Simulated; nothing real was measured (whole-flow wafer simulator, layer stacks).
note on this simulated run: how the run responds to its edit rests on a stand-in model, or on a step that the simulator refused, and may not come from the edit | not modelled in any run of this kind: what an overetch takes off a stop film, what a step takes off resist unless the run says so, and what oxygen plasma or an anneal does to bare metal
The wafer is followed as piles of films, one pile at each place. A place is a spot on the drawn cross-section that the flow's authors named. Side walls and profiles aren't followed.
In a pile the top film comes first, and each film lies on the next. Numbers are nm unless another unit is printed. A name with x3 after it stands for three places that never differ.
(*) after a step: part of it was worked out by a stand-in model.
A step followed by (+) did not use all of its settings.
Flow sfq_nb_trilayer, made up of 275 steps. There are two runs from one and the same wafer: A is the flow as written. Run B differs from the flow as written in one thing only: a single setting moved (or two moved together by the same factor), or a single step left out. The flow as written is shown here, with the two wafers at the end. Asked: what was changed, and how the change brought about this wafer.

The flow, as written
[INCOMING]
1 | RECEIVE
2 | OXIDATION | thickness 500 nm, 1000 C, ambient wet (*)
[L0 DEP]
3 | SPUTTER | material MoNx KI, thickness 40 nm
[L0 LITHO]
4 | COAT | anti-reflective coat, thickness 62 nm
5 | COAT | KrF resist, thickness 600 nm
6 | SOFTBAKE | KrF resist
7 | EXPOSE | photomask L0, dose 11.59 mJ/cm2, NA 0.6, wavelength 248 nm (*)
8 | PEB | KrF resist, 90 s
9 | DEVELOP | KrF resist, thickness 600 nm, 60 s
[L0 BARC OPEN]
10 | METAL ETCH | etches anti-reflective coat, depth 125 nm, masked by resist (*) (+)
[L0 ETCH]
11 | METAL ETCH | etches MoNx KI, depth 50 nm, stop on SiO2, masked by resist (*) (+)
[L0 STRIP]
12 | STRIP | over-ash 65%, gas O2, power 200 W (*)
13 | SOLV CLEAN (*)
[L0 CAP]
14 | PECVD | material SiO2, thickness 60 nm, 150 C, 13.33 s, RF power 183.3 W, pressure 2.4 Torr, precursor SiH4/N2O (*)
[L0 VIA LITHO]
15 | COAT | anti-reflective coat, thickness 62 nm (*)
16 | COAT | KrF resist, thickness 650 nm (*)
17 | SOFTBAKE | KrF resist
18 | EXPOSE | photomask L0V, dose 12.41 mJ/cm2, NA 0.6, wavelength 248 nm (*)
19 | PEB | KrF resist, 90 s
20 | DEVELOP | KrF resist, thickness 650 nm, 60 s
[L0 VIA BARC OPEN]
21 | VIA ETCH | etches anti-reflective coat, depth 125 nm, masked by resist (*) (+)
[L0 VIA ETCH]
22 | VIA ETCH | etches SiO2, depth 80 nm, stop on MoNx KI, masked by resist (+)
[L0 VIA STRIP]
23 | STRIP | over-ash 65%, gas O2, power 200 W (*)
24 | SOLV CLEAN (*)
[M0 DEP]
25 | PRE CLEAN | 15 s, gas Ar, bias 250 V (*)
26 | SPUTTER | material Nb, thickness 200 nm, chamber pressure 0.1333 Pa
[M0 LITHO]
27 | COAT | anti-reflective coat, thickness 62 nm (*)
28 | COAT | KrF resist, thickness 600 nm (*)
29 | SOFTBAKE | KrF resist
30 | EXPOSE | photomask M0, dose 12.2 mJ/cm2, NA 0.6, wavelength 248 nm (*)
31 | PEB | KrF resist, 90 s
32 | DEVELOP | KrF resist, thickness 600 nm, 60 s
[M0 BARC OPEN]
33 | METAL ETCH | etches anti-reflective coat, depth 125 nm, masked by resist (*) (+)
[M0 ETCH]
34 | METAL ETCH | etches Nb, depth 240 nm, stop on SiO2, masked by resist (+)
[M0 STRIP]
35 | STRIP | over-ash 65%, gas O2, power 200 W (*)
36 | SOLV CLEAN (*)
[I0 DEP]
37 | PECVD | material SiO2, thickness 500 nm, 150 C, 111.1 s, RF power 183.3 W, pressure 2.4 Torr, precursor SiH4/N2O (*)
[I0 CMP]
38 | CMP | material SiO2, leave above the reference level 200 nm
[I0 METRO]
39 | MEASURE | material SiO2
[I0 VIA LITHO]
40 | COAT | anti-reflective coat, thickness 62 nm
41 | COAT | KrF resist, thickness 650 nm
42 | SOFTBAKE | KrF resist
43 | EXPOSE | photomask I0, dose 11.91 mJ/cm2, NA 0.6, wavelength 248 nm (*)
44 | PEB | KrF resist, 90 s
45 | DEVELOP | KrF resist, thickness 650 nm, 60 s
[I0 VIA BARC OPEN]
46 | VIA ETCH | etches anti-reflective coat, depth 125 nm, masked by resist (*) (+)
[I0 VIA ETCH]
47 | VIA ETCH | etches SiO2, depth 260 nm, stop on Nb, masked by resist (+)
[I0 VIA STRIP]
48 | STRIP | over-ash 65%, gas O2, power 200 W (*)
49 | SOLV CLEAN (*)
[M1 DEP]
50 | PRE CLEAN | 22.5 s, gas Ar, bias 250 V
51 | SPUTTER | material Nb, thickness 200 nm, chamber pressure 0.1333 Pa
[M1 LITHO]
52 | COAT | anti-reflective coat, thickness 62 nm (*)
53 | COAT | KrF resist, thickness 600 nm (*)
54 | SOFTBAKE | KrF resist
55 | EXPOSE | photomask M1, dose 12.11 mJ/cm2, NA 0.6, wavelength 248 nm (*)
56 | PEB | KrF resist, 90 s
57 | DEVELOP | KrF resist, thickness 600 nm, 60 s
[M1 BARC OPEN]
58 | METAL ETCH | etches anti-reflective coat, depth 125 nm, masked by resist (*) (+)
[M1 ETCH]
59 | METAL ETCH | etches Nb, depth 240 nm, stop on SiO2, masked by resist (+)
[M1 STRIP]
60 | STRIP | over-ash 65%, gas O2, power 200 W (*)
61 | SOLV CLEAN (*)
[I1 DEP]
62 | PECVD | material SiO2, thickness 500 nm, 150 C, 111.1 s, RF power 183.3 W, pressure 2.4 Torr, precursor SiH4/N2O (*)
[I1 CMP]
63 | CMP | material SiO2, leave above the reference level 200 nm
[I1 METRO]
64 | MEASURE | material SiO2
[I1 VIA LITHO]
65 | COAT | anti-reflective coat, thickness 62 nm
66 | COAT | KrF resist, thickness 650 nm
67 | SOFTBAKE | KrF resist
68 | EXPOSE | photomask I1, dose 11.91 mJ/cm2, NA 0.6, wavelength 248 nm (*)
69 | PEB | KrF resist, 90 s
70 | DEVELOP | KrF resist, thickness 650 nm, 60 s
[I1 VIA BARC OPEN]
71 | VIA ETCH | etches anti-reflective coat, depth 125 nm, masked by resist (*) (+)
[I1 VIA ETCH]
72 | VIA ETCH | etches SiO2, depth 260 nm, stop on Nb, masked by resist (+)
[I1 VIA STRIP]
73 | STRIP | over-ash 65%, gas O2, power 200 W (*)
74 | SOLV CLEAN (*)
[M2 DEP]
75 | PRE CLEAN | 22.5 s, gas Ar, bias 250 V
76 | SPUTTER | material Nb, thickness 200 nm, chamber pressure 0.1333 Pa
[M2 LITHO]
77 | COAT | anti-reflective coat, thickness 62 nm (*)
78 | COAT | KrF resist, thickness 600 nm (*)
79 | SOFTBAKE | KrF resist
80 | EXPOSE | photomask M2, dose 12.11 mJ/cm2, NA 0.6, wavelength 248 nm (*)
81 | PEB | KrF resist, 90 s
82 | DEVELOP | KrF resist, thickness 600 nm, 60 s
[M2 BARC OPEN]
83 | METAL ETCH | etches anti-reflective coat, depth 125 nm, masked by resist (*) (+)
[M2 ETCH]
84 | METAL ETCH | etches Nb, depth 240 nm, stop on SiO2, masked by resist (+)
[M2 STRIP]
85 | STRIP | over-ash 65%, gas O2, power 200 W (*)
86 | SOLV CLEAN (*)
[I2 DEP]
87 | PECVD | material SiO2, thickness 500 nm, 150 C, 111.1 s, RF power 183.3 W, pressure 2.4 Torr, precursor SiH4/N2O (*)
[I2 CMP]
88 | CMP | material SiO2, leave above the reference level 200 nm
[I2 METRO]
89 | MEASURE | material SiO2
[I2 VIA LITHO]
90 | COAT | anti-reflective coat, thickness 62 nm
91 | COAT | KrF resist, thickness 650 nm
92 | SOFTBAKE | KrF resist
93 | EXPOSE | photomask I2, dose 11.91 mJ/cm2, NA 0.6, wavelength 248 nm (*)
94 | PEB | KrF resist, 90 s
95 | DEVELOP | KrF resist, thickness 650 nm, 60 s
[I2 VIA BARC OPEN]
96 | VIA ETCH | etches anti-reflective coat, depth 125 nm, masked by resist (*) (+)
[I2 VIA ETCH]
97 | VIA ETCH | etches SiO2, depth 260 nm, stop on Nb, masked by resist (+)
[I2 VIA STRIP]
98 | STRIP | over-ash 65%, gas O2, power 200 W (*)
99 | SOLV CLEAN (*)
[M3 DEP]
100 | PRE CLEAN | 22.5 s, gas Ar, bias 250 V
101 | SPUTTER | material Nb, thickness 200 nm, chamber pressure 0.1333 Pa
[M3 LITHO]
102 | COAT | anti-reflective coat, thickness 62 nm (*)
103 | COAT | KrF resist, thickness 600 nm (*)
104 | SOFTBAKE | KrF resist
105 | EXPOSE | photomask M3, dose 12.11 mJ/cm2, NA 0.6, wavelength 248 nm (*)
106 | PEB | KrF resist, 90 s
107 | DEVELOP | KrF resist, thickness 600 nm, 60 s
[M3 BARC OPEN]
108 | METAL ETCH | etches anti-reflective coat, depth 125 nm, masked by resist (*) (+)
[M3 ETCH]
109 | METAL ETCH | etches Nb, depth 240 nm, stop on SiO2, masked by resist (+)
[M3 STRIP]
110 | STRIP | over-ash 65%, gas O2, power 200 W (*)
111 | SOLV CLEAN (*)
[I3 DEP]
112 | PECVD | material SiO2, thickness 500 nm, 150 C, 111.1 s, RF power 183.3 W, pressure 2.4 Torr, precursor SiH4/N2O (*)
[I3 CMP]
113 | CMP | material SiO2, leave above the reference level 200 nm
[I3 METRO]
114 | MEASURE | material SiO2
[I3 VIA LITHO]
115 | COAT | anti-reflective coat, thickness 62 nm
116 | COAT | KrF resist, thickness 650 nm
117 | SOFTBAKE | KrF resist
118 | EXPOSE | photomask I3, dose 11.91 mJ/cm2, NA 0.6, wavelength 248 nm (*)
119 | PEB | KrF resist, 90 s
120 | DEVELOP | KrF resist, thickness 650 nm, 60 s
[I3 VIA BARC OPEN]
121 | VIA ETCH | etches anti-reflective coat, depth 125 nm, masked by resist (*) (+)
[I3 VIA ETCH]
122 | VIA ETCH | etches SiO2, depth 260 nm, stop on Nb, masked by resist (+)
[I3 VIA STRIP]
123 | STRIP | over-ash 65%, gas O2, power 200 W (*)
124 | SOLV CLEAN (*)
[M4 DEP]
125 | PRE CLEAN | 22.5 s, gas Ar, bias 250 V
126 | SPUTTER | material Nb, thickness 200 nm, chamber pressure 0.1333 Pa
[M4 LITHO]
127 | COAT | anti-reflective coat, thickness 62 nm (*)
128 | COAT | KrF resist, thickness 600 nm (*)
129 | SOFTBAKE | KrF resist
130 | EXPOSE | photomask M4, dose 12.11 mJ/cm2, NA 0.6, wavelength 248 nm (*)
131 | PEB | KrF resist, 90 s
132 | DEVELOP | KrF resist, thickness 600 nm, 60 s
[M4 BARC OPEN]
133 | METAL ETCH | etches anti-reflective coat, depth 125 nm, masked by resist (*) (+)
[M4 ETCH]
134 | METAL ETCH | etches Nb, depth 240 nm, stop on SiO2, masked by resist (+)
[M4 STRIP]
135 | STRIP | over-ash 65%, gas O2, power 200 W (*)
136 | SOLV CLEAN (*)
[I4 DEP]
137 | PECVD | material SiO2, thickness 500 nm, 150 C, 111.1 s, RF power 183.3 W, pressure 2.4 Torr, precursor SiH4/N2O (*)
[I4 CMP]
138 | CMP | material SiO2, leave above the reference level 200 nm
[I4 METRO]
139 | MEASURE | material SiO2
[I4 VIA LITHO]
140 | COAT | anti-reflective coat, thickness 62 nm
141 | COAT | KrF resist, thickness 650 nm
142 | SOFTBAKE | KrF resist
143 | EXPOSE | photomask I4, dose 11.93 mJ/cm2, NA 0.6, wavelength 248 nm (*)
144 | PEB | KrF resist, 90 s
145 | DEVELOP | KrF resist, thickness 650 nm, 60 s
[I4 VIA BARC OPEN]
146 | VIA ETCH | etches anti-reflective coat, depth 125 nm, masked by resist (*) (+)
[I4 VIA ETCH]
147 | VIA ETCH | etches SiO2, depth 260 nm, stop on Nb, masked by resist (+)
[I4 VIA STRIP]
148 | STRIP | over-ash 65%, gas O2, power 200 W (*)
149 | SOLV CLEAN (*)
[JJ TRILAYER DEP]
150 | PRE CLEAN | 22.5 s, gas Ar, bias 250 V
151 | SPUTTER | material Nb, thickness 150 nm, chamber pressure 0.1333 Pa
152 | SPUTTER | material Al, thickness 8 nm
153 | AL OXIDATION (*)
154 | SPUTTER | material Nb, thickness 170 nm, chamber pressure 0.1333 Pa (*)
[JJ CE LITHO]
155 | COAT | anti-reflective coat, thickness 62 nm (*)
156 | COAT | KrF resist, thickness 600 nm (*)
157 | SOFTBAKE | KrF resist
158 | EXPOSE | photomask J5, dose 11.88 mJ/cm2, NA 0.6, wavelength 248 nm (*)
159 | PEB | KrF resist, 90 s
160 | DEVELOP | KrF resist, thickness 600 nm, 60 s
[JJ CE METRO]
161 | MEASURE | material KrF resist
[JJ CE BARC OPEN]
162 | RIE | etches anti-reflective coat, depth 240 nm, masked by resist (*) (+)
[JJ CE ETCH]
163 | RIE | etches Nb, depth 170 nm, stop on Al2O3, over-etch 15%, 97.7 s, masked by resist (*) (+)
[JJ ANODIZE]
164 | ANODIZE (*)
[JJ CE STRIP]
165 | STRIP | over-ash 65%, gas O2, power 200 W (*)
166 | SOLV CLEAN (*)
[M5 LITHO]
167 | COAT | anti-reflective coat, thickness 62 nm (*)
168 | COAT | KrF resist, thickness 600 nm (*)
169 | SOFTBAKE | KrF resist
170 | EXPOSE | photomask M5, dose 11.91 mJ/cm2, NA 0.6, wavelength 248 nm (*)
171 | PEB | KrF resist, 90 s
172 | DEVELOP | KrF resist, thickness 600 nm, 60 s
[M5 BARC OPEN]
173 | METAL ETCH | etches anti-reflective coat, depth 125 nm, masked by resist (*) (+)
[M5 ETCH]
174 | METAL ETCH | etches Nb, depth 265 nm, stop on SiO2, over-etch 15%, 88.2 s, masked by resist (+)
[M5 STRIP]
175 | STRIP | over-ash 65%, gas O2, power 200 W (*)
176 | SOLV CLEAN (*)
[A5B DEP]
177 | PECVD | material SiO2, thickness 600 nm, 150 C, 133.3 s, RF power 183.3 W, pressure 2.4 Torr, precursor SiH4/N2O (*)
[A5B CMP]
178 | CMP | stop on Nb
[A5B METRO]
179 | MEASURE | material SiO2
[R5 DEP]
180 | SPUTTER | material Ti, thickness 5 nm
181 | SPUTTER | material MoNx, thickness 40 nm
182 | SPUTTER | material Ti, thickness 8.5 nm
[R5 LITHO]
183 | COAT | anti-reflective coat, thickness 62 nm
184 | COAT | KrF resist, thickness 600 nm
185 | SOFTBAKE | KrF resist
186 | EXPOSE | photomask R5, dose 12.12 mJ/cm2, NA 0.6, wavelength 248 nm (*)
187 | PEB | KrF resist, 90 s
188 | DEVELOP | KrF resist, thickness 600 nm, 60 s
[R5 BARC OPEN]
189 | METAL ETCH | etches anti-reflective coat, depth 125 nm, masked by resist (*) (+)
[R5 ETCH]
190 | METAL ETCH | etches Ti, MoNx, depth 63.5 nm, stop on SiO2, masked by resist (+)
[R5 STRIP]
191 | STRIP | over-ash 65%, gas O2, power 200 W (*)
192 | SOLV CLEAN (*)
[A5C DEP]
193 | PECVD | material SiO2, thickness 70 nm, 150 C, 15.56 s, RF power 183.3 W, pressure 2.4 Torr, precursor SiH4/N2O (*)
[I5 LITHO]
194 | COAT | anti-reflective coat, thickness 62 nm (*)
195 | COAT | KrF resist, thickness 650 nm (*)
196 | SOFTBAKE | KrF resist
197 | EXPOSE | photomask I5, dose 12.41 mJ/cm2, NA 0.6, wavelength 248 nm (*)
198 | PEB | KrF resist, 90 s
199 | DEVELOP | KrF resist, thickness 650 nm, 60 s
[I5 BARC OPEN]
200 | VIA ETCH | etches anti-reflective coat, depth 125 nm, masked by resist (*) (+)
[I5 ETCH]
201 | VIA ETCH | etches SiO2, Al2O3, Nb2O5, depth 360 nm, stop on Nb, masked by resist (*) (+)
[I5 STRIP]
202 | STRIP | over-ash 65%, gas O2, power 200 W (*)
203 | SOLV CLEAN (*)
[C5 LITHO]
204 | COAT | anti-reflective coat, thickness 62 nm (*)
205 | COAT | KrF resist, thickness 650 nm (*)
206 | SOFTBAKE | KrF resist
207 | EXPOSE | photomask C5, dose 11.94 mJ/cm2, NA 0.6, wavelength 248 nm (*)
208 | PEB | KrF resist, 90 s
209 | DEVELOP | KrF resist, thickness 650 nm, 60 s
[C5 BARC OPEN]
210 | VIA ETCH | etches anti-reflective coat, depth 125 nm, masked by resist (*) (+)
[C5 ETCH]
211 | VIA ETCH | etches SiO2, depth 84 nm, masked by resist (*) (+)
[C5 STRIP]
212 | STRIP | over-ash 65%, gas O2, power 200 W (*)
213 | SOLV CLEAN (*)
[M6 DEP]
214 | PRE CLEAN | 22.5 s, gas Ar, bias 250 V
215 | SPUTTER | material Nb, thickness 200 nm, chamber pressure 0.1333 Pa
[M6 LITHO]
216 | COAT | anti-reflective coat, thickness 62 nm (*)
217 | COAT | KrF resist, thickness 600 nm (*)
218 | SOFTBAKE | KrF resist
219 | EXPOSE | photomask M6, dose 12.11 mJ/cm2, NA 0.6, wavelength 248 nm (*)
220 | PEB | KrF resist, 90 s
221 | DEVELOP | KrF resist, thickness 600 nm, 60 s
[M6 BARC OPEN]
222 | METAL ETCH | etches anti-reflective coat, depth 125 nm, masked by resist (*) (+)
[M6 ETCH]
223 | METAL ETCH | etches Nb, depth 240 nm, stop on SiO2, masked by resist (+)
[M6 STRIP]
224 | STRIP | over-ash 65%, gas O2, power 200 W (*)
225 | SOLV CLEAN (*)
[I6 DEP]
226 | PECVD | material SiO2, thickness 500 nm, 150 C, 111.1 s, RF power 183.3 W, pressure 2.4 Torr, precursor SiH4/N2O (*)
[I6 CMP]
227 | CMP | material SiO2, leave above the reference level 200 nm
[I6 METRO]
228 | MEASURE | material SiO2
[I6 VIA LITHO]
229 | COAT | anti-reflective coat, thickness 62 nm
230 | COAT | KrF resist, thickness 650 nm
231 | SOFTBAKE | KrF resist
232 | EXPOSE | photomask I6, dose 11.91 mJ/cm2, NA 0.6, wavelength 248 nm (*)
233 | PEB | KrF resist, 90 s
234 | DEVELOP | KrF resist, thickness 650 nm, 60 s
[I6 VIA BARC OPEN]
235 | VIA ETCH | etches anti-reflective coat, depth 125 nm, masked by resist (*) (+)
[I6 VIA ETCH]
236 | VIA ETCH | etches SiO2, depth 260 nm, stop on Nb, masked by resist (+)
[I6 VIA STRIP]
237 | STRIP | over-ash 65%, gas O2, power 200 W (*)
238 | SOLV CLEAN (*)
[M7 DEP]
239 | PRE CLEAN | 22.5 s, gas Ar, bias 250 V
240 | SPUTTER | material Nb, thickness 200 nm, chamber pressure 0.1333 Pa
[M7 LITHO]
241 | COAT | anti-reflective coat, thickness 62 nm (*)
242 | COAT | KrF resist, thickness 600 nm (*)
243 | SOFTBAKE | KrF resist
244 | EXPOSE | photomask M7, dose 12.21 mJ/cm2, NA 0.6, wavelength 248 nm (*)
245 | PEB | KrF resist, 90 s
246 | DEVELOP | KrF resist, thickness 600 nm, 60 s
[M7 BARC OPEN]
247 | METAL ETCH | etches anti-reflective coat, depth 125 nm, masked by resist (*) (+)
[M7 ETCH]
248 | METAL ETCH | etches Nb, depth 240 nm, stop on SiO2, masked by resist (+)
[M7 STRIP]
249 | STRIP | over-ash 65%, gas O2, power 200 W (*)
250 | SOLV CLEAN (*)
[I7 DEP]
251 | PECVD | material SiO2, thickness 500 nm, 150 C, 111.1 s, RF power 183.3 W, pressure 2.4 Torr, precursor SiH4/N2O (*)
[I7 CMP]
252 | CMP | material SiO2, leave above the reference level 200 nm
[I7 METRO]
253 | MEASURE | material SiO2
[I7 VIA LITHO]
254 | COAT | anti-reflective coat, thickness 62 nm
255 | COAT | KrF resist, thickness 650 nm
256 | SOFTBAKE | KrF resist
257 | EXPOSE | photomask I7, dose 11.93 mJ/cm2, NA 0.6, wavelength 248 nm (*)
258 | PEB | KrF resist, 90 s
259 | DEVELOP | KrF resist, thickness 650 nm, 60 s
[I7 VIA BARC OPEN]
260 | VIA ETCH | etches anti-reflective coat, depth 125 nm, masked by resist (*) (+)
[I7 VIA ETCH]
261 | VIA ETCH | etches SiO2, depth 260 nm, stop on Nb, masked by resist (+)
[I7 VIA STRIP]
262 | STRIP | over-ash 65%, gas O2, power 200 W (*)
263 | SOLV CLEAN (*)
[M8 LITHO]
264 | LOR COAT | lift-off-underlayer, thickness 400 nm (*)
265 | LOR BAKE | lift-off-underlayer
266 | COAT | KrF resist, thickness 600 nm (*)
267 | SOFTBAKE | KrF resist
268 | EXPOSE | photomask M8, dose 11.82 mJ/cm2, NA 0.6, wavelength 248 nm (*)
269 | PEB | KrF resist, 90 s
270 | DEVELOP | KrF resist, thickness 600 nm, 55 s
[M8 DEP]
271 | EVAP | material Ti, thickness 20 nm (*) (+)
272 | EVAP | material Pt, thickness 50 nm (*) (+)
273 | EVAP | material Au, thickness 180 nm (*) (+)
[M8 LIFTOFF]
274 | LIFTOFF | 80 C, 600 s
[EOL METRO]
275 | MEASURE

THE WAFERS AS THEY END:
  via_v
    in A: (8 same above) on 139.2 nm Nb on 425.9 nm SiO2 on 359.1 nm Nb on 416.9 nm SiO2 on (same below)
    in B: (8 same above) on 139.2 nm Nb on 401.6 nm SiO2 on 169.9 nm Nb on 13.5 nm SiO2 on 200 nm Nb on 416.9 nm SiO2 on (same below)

Cause: step 122, VIA ETCH: depth 178.8 nm was run, whereas the flow has depth 260 nm.

The path from the change to this, step by step:
  122 | VIA ETCH | etches SiO2, depth 260 nm, stop on Nb, masked by resist (+)
      via_v: A SiO2 loses 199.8 (all of it) | B SiO2 loses 178.8
      field_l, v_sur, via_wl and 102 more: A KrF resist loses 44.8 | B KrF resist loses 30.8
  123 | STRIP | over-ash 65%, gas O2, power 200 W (*)
      field_l, v_sur, via_wl and 102 more: A KrF resist loses 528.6 (all of it), anti-reflective coat loses 62 (all of it) | B KrF resist loses 542.6 (all of it), anti-reflective coat loses 62 (all of it)
  125 | PRE CLEAN | 22.5 s, gas Ar, bias 250 V
      via_v: A Nb loses 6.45 | B SiO2 loses 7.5
  126 | SPUTTER | material Nb, thickness 200 nm, chamber pressure 0.1333 Pa
      via_v: A Nb gains 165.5 | B Nb gains 169.9 (new film)
  127 | COAT | anti-reflective coat, thickness 62 nm (*)
      via_v: A anti-reflective coat gains 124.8 (new film) | B anti-reflective coat gains 114.1 (new film)
      wire: A anti-reflective coat gains 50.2 (new film) | B anti-reflective coat gains 48.8 (new film)
  135 | STRIP | over-ash 65%, gas O2, power 200 W (*)
      via_v: A KrF resist loses 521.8 (all of it), anti-reflective coat loses 124.8 (all of it) | B KrF resist loses 509.8 (all of it), anti-reflective coat loses 114.1 (all of it)
      wire: A KrF resist loses 374.5 (all of it), anti-reflective coat loses 50.2 (all of it) | B KrF resist loses 376.6 (all of it), anti-reflective coat loses 48.8 (all of it)
  137 | PECVD | material SiO2, thickness 500 nm, 150 C, 111.1 s, RF power 183.3 W, pressure 2.4 Torr, precursor SiH4/N2O (*)
      via_v: A SiO2 gains 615 (new film) | B SiO2 gains 566.1 (new film)
  138 | CMP | material SiO2, leave above the reference level 200 nm
      via_v: A SiO2 loses 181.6 | B SiO2 loses 157.1
If metal films that touch count as one body, via_v has 7 bodies (between them, from the top down: SiO2 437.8; SiO2 209 / Al2O3 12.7 / Nb2O5 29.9; SiO2 401.6; SiO2 13.5; SiO2 416.9; SiO2 192.5); the flow as written gives 6 bodies (between them, from the top down: SiO2 437.8; SiO2 209 / Al2O3 12.7 / Nb2O5 29.9; SiO2 425.9; SiO2 416.9; SiO2 192.5).
